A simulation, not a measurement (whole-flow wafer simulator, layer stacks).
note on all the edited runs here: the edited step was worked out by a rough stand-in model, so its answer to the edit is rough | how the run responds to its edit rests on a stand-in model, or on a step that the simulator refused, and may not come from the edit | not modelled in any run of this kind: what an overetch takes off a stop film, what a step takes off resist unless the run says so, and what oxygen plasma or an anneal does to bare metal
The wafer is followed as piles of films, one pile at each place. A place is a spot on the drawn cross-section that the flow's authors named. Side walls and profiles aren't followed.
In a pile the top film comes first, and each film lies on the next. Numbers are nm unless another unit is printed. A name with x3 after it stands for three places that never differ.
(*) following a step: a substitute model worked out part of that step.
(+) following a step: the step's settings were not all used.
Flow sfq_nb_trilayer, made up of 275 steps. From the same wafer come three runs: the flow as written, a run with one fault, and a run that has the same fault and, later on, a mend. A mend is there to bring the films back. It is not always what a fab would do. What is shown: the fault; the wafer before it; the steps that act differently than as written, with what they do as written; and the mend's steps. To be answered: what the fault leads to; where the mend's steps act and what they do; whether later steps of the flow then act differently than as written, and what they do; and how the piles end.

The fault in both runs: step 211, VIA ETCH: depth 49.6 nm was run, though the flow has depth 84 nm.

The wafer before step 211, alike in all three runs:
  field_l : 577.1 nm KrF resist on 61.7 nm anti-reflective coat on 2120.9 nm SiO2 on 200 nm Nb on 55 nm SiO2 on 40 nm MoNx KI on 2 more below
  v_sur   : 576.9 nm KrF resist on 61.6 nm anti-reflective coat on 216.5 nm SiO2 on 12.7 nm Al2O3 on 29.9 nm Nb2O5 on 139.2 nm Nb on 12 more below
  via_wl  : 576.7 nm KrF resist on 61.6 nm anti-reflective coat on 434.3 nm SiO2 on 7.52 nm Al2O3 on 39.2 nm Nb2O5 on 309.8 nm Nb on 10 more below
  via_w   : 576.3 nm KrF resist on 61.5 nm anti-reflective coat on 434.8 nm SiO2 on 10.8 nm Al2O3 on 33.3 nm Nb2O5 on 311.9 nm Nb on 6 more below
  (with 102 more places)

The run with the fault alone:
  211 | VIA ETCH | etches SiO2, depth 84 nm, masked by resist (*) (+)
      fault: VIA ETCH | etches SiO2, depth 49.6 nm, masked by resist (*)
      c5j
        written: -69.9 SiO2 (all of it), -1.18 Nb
        fault: -49.6 SiO2
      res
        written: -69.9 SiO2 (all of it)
        fault: -49.6 SiO2
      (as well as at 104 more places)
  Steps later in the flow that act otherwise than as written (not shown: 5 more steps that differ only slightly, by at most 2% or 0.5 nm, whichever is larger):
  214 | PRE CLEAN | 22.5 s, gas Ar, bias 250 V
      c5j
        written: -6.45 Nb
        fault: -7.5 SiO2
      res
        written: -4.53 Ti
        fault: -7.5 SiO2
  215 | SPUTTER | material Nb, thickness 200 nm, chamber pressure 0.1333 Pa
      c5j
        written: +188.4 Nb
        fault: +194.4 Nb (new film)
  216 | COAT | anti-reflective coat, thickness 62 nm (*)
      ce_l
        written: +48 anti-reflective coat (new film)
        fault: +53.3 anti-reflective coat (new film)
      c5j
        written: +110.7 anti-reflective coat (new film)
        fault: +96.3 anti-reflective coat (new film)
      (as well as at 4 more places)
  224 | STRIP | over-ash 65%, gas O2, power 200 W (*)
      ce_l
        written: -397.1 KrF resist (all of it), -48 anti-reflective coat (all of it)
        fault: -393.9 KrF resist (all of it), -53.3 anti-reflective coat (all of it)
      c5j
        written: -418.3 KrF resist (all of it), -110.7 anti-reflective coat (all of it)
        fault: -408.8 KrF resist (all of it), -96.3 anti-reflective coat (all of it)
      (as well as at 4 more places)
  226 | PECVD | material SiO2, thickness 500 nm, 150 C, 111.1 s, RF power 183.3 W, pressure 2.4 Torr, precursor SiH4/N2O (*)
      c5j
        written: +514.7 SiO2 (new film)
        fault: +500 SiO2 (new film)
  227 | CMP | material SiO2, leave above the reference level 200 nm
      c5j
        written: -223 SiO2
        fault: -234.7 SiO2
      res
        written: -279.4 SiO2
        fault: -300 SiO2
  By the end, the piles at c5j, res depart from the flow's by more than 2% or 0.5 nm, whichever is larger.
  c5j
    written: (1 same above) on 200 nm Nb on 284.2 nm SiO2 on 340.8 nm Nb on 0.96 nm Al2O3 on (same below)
    fault: (1 same above) on 200 nm Nb on 257.8 nm SiO2 on 194.4 nm Nb on 12.8 nm SiO2 on 160 nm Nb on 0.96 nm Al2O3 on (same below)
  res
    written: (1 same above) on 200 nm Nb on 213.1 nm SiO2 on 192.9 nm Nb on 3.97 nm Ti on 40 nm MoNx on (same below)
    fault: (1 same above) on 200 nm Nb on 192.5 nm SiO2 on 196.3 nm Nb on 12.8 nm SiO2 on 8.5 nm Ti on 40 nm MoNx on (same below)

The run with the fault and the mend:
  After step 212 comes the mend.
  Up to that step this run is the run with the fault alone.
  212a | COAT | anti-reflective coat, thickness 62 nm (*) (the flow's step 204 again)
      field_r, ln_m5, lsp_m and 64 more
        +62 anti-reflective coat (new film)
      ln_m6, lsp_r, l0_sur, l0v, wl_a_sl, wl_a_m6, wl_a_sr, wl_g_sr
        +61.9 anti-reflective coat (new film)
      v_sur, via_wl
        +61.5 anti-reflective coat (new film)
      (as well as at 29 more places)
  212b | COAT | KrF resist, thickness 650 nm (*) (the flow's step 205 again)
      l0v, p4_fl x3, p4_w1 x9 and 35 more
        +650 KrF resist (new film)
      wl_b_m5, wl_b_sr, wl_c_sl and 12 more
        +649.9 KrF resist (new film)
      lsp_r, wl_j_sl, wl_j_sr
        +650.2 KrF resist (new film)
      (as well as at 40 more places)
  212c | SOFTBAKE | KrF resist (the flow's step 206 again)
      does not change any film at any place that is followed
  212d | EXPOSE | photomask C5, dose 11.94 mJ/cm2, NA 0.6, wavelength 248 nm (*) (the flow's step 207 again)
      does not change any film at any place that is followed
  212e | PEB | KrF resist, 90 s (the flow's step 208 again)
      field_l, sp_r, moat and 79 more
        -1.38 KrF resist
      v_sur, via_wl, via_w, via_wr, via_sp, be_sur, jj_sur, res
        -1.37 KrF resist
      r5r_line_l, r5r_line_c, r5r_line_r
        -1.34 KrF resist
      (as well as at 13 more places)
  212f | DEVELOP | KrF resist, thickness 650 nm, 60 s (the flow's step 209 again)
      field_l, v_sur, via_wl and 101 more
        -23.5 KrF resist
      c5j
        -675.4 KrF resist (all of it)
      res
        -643.4 KrF resist (all of it)
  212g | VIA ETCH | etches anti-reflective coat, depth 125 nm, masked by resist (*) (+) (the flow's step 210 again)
      field_l, v_sur, via_wl and 101 more
        -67 KrF resist
      c5j
        -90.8 anti-reflective coat (all of it), -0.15 SiO2
      res
        -80.4 anti-reflective coat (all of it), -0.2 SiO2
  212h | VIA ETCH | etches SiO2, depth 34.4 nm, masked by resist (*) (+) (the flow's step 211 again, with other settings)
      field_l, v_sur, via_wl and 101 more
        -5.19 KrF resist
      c5j
        -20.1 SiO2 (all of it), -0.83 Nb
      res
        -20.1 SiO2 (all of it)
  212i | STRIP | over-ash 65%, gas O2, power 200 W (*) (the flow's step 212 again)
      p4_fl x3, p4_w1 x9, p4_g1 x2 and 33 more
        -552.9 KrF resist (all of it), -62 anti-reflective coat (all of it)
      wl_b_sl, wl_b_m5, wl_b_sr and 14 more
        -552.8 KrF resist (all of it), -62 anti-reflective coat (all of it)
      wl_j_sl, wl_j_sr
        -553.1 KrF resist (all of it), -60.2 anti-reflective coat (all of it)
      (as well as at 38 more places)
  None of the later steps of the flow differs from how it acts as written, at any place that is followed, by more than 2% or 0.5 nm, whichever is larger.
  At the end the piles are close to the flow's at the places that both follow, differing by at most 2% or 0.5 nm, whichever is larger.
